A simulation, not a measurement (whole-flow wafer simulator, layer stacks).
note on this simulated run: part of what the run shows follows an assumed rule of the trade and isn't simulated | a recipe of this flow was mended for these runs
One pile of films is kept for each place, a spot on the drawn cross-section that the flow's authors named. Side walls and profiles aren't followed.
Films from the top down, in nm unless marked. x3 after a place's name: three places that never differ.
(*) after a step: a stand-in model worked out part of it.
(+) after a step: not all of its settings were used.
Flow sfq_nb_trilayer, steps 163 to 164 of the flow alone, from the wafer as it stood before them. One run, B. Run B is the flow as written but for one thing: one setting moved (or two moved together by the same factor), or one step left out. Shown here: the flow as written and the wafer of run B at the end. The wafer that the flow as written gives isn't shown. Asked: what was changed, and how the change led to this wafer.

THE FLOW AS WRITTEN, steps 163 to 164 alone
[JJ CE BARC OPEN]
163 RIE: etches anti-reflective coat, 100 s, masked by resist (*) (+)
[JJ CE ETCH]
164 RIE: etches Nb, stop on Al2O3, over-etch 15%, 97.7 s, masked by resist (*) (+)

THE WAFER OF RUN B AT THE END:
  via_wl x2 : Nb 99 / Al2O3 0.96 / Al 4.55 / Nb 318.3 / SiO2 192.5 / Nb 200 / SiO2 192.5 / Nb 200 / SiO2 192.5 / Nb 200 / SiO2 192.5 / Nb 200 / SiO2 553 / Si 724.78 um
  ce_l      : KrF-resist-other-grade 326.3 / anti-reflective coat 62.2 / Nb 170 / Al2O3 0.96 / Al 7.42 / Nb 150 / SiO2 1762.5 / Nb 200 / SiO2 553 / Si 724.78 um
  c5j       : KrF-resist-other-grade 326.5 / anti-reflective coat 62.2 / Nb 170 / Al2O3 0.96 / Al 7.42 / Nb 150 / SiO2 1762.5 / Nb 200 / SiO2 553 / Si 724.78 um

The cause: step 163, RIE: 60 s was run, where the flow has 100 s.

How the change led to this, step by step:
  163 RIE: etches anti-reflective coat, 100 s, masked by resist (*) (+)
      via_wl x2: anti-reflective coat -150 (as written it would be: anti-reflective coat -224.3 (all of it))
      ce_l, c5j, ce_r, wl_jj: KrF-resist-other-grade -150 (as written it would be: KrF-resist-other-grade -250)
  164 RIE: etches Nb, stop on Al2O3, over-etch 15%, 97.7 s, masked by resist (*) (+)
      via_wl x2: anti-reflective coat -74.3 (all of it), Nb -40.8 (as written it would be: Nb -139.9 (all of it), Al2O3 -0.96 (all of it))
Counting metal films that touch as one body, via_wl x2 has 6 bodies (between them, from the top down: Al2O3 0.96; SiO2 192.5; SiO2 192.5; SiO2 192.5; SiO2 192.5); the flow as written gives 5 bodies (between them, from the top down: SiO2 192.5; SiO2 192.5; SiO2 192.5; SiO2 192.5).
